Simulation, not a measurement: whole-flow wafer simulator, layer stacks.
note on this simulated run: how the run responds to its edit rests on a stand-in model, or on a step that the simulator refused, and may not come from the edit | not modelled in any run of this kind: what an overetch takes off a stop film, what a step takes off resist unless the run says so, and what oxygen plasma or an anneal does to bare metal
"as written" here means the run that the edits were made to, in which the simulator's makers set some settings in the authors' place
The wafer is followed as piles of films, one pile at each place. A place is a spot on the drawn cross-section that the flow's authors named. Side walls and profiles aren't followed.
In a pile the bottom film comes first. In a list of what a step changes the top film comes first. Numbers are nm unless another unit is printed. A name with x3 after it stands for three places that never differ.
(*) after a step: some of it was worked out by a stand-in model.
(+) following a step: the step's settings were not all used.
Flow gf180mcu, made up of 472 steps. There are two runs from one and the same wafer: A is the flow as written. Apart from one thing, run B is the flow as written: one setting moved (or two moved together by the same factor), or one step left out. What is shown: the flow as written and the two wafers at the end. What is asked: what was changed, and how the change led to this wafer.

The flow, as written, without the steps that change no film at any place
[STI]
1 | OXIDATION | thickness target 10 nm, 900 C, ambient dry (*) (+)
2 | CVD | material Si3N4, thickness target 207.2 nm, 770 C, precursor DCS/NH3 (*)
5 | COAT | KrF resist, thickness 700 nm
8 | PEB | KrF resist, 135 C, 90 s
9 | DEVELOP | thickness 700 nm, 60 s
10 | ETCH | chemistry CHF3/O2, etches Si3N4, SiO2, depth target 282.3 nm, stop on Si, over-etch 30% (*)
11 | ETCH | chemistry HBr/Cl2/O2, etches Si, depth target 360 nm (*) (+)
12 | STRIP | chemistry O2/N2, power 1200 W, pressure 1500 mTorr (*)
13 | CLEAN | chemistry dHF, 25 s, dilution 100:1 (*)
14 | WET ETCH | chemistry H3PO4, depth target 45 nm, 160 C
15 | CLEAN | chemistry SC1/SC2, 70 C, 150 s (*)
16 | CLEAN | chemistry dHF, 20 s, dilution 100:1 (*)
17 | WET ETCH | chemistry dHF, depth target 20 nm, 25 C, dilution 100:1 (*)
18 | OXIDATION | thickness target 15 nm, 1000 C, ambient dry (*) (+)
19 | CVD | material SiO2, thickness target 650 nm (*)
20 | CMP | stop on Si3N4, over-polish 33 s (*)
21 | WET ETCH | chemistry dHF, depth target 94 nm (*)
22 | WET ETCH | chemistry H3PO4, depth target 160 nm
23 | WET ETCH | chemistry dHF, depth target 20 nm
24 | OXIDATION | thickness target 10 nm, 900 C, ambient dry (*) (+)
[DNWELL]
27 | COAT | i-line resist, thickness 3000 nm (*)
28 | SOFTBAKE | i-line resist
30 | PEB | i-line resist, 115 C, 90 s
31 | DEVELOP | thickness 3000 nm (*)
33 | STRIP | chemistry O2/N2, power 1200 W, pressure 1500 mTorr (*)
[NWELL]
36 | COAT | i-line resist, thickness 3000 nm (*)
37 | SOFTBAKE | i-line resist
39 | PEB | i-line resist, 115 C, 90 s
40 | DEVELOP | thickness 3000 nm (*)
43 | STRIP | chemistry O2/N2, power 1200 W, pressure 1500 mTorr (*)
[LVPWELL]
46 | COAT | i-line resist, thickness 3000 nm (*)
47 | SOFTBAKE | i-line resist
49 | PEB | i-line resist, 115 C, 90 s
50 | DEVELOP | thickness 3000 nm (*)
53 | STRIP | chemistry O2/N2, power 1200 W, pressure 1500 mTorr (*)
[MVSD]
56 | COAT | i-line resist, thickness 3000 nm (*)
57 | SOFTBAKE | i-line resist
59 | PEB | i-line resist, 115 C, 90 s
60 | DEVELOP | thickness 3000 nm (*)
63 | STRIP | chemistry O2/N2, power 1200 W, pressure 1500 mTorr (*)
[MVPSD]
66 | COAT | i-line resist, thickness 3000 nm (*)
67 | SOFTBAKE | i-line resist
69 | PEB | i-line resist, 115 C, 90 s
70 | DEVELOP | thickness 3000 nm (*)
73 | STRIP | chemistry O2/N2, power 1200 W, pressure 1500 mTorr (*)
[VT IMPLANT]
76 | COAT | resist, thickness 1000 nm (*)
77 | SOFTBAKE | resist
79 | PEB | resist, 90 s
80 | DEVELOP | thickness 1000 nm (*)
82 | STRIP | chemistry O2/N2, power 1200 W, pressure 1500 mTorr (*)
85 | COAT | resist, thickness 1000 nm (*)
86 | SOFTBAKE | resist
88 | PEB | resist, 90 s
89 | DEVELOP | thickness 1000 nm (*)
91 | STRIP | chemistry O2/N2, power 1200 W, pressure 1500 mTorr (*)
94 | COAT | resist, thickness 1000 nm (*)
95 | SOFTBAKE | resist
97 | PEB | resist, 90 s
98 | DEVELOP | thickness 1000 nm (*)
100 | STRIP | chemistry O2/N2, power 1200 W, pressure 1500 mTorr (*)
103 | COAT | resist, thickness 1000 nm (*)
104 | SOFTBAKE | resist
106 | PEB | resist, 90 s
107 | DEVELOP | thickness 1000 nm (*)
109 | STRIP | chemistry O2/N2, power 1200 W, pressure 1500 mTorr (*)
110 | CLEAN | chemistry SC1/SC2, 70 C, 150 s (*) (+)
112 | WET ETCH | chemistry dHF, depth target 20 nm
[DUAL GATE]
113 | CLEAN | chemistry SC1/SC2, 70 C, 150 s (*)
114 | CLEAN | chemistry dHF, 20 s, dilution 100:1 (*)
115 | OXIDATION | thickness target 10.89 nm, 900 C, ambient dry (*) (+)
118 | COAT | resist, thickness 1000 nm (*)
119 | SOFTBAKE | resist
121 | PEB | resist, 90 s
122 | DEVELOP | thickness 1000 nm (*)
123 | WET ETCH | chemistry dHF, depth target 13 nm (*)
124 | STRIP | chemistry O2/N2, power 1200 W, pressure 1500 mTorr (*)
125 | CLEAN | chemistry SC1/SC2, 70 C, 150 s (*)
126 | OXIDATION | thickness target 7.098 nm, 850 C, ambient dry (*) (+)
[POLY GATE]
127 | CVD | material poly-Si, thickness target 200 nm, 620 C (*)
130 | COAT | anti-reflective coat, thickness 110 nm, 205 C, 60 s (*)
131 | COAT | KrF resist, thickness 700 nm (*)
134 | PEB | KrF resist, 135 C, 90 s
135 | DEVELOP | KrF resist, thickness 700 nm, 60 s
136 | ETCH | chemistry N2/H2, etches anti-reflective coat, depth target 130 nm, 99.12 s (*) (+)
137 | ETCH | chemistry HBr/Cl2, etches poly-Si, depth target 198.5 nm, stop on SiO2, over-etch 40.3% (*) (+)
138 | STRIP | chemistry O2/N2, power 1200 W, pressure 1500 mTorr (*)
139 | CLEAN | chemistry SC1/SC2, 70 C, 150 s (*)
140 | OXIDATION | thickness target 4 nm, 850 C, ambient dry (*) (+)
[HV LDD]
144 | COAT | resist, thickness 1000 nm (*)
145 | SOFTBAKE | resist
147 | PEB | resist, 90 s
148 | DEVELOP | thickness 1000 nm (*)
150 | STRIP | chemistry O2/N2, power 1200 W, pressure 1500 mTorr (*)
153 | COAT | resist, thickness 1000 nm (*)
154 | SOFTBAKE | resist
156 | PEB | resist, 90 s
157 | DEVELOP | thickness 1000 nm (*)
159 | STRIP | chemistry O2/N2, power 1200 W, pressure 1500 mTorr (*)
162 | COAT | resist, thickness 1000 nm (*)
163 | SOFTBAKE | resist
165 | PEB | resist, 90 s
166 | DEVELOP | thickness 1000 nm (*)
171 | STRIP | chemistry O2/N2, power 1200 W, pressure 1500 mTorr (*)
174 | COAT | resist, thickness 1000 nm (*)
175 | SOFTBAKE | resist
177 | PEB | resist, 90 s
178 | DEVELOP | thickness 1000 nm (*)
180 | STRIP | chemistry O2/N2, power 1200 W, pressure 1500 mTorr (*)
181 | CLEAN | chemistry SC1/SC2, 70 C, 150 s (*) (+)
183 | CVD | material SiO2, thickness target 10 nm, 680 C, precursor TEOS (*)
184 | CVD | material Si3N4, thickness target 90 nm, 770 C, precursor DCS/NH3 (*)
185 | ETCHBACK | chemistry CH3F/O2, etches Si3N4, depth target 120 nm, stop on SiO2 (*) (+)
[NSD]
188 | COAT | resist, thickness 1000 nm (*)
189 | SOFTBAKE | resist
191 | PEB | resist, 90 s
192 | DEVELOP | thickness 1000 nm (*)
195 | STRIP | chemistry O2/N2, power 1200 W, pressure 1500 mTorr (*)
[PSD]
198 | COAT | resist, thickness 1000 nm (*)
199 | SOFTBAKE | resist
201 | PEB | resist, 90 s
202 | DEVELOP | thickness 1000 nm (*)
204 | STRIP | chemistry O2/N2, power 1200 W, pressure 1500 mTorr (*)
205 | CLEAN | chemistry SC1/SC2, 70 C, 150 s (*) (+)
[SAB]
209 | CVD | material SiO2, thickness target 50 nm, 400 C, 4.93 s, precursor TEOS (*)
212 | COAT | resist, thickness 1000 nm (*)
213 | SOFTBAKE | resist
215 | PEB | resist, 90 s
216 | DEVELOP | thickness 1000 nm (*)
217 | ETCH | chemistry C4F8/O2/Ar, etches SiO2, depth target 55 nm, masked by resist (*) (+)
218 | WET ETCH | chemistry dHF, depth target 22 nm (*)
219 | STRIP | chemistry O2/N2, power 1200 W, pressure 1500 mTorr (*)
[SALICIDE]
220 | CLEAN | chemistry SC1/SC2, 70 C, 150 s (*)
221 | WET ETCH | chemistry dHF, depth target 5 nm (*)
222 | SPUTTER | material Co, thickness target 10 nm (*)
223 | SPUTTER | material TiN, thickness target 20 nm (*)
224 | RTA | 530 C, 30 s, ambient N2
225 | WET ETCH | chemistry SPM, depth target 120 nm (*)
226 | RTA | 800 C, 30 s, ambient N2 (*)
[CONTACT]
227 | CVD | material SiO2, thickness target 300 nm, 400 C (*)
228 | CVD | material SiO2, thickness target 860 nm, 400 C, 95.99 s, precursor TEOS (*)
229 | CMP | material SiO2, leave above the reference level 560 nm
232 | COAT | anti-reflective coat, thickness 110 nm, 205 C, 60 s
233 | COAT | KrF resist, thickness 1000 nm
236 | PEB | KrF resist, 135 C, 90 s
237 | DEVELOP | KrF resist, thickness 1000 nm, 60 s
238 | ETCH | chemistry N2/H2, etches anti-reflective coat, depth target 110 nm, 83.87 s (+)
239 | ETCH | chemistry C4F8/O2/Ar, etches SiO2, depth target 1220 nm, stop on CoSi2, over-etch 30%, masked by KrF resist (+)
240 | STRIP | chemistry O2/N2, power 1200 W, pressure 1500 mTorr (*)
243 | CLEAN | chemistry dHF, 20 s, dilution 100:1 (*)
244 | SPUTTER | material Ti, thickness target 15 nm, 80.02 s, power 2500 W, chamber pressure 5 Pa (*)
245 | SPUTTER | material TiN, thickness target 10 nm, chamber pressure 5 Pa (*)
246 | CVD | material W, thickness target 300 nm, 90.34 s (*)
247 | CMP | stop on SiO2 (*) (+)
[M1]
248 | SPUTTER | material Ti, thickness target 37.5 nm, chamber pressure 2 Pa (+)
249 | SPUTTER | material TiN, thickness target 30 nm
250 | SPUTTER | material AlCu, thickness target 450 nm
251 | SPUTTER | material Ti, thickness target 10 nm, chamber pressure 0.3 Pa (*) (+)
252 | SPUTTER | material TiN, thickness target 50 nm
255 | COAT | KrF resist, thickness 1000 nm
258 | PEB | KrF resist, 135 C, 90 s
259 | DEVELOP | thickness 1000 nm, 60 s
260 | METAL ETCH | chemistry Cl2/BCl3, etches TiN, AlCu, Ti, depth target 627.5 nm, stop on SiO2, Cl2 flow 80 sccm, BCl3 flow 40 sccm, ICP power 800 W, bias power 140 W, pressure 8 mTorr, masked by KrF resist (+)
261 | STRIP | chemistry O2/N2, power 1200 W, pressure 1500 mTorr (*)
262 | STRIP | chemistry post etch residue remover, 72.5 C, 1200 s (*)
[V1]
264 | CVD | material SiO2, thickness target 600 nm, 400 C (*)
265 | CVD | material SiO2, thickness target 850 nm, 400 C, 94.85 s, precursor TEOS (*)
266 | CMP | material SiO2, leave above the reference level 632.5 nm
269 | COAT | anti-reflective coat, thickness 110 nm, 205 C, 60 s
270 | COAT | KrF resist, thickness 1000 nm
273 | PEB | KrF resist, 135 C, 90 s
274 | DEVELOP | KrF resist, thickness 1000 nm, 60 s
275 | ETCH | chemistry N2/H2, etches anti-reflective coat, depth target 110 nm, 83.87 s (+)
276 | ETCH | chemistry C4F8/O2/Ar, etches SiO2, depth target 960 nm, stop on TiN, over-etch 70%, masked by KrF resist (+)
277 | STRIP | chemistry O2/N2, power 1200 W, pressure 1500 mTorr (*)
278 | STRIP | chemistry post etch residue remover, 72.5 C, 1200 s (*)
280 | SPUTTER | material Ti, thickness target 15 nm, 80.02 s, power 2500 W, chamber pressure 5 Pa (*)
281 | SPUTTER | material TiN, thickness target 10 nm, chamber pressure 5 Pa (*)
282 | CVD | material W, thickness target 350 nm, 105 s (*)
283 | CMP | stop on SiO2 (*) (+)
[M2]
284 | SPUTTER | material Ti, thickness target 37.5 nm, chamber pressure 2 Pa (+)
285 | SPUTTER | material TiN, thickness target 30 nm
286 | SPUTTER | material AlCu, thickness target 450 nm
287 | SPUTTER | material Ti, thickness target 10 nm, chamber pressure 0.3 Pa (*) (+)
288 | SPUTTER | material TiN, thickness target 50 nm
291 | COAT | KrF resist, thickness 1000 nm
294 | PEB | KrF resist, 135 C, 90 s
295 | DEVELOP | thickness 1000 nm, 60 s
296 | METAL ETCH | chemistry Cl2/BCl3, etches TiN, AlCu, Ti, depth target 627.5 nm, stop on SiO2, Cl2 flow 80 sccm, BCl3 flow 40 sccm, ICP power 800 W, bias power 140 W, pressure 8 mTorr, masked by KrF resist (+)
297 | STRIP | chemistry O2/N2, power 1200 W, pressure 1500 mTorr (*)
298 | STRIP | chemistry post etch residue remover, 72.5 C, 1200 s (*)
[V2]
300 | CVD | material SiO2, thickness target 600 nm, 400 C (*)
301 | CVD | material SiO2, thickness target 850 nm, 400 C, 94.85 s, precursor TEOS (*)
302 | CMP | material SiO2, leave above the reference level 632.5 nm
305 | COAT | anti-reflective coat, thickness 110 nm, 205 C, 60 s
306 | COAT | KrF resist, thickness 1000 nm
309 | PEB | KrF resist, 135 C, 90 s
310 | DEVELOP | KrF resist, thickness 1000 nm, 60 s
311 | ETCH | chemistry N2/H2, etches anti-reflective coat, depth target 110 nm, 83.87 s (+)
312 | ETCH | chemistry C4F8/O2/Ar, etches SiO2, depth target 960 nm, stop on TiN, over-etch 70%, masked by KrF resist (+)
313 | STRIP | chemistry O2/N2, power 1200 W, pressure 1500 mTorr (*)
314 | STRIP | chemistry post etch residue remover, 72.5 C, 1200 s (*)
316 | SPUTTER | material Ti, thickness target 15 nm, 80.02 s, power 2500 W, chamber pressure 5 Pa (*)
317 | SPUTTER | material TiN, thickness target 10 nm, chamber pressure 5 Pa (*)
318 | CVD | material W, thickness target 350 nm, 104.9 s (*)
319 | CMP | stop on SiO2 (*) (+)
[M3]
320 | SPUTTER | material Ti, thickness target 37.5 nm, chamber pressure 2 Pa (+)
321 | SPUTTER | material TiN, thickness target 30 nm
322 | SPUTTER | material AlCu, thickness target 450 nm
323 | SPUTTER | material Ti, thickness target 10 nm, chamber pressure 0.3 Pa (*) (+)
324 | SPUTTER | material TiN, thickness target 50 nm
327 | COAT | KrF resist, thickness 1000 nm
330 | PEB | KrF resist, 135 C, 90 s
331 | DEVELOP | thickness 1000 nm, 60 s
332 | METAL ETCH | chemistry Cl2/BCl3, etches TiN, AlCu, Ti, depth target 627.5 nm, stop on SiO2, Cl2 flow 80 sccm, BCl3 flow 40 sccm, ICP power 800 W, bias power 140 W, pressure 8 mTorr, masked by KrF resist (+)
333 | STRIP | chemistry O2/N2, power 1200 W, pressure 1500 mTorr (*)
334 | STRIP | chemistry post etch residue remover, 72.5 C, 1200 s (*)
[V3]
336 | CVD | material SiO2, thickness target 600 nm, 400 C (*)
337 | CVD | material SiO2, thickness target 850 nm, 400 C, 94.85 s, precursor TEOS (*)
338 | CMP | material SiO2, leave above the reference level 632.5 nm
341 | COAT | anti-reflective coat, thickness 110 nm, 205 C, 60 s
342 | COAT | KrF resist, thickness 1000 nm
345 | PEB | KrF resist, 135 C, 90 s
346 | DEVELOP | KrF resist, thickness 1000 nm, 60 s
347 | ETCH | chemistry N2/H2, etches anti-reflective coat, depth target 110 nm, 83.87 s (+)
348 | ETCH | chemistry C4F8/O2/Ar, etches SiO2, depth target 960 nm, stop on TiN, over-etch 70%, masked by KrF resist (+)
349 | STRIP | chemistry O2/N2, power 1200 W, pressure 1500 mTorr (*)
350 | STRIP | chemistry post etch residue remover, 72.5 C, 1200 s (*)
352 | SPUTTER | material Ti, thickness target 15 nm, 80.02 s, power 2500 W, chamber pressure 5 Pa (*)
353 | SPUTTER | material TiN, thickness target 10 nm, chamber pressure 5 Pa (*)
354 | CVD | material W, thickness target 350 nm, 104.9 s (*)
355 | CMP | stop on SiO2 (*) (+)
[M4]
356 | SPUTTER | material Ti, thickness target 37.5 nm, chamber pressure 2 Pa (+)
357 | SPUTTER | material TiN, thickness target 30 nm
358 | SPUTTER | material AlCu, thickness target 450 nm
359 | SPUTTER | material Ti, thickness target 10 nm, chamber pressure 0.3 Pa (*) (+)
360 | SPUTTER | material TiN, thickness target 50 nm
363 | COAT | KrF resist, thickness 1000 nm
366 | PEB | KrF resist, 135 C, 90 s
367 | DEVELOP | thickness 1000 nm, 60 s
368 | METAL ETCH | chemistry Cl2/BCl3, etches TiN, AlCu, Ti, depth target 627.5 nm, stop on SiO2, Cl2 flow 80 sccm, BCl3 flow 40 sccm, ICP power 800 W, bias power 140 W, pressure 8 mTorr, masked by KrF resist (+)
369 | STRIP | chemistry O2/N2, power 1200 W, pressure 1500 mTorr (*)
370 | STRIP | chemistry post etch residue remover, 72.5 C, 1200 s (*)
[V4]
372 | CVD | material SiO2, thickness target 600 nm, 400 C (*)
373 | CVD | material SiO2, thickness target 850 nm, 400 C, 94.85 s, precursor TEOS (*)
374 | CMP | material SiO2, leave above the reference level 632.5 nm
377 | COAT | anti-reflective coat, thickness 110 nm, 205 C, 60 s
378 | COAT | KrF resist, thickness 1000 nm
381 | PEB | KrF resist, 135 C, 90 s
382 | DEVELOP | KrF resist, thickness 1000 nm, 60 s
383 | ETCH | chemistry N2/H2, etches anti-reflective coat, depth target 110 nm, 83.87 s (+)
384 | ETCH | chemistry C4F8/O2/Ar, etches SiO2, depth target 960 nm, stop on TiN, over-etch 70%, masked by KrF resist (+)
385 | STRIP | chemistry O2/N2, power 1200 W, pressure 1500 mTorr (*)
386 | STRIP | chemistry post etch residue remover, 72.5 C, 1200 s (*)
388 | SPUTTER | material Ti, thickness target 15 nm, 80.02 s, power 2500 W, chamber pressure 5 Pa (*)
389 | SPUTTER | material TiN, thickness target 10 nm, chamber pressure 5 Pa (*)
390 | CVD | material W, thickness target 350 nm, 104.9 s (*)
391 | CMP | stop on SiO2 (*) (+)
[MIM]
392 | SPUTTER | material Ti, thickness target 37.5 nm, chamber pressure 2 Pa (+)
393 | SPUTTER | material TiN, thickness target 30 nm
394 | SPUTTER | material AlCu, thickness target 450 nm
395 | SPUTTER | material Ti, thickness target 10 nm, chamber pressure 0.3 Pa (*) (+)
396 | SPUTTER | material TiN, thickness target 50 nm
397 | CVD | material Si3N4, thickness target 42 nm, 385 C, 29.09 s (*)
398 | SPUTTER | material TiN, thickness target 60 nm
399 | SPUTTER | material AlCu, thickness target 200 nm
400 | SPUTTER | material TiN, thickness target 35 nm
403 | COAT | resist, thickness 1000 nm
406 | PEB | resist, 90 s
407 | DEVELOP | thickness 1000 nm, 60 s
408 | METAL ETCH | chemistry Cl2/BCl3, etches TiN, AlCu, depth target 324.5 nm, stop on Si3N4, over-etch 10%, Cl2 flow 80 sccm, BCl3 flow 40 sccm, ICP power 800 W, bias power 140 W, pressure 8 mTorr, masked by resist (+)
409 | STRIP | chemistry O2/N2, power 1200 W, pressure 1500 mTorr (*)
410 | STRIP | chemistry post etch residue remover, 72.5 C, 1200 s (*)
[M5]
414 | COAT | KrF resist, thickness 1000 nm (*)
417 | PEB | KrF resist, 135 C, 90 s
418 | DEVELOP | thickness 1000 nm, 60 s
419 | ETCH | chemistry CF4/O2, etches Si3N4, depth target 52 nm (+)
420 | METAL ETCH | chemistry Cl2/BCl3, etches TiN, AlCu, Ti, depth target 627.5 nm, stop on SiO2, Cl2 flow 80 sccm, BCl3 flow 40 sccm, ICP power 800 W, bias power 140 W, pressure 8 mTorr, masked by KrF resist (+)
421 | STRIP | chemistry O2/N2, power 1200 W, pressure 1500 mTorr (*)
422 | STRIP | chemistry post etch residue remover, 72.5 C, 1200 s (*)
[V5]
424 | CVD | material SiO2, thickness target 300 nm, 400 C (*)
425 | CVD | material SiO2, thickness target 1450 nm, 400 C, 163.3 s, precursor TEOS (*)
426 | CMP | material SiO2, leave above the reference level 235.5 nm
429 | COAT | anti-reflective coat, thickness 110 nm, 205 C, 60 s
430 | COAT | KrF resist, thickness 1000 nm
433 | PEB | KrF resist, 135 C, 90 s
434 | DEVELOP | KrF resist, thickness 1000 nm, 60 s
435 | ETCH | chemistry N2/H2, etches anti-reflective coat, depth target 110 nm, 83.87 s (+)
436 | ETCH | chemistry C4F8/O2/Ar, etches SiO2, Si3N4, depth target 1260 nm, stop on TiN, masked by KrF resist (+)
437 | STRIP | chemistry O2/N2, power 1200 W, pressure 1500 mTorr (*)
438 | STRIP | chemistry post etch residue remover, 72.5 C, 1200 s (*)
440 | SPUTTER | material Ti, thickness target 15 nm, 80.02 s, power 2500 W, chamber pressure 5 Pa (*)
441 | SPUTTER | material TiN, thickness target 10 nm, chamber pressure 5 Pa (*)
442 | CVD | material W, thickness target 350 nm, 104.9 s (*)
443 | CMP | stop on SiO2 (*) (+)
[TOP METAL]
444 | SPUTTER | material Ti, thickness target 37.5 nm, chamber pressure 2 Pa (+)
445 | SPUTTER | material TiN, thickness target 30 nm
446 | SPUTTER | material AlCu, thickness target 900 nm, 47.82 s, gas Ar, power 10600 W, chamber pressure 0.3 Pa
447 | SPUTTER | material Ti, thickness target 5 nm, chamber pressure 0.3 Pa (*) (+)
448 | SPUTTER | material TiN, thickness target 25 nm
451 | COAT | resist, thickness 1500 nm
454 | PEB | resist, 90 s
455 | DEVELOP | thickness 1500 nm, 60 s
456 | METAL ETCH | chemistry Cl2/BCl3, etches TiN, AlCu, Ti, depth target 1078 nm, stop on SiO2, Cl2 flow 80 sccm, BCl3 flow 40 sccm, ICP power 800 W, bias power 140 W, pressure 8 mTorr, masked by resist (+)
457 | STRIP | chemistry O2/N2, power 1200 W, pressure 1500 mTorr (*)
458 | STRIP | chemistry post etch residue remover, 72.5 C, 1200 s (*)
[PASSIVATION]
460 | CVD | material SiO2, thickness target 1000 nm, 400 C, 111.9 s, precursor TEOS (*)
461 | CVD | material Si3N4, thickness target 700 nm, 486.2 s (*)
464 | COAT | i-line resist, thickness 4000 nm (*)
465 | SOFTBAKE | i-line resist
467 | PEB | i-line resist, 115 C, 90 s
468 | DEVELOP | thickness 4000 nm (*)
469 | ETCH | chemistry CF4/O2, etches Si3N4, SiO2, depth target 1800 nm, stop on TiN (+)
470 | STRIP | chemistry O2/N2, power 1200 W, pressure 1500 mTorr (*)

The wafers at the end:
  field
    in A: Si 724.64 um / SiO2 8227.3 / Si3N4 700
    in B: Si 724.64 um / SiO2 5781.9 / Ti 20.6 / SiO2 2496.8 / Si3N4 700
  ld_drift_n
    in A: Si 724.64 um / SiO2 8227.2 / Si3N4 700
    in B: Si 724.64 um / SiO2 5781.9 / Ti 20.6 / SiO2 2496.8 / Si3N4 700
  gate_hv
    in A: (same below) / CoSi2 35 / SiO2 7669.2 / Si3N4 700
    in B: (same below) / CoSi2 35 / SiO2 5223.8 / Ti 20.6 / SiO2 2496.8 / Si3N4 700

What caused this: step 394, SPUTTER: thickness target 522 nm was run, while the flow as written has thickness target 450 nm.

How this came from the change, step by step:
  394 | SPUTTER | material AlCu, thickness target 450 nm
      field, field__w1, field__w2 and 108 more: A +450 AlCu (new film) | B +522 AlCu (new film)
  420 | METAL ETCH | chemistry Cl2/BCl3, etches TiN, AlCu, Ti, depth target 627.5 nm, stop on SiO2, Cl2 flow 80 sccm, BCl3 flow 40 sccm, ICP power 800 W, bias power 140 W, pressure 8 mTorr, masked by KrF resist (+)
      field, field__w1, field__w2 and 101 more: A -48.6 TiN (all of it), -10 Ti (all of it), -450 AlCu (all of it), -30 TiN (all of it), -37.5 Ti (all of it) | B -48.6 TiN (all of it), -10 Ti (all of it), -522 AlCu (all of it), -30 TiN (all of it), -16.9 Ti
  424 | CVD | material SiO2, thickness target 300 nm, 400 C (*)
      field, field__w1, field__w2 and 101 more: A +300 SiO2 | B +300 SiO2 (new film)
  426 | CMP | material SiO2, leave above the reference level 235.5 nm
      field, field__w1, field__w5 and 92 more: A -300.8 SiO2 | B -249.4 SiO2
      field__w2, field__w3, field__w12 and 6 more: A -272.7 SiO2 | B -218.9 SiO2
With metal films that touch counted as one body, field has 1 body; the flow as written gives 0 bodies.
With metal films that touch counted as one body, ld_drift_n has 1 body; the flow as written gives 0 bodies.
With metal films that touch counted as one body, gate_hv has 2 bodies (between them, from the top down: SiO2 5223.8); the flow as written gives 1 body.
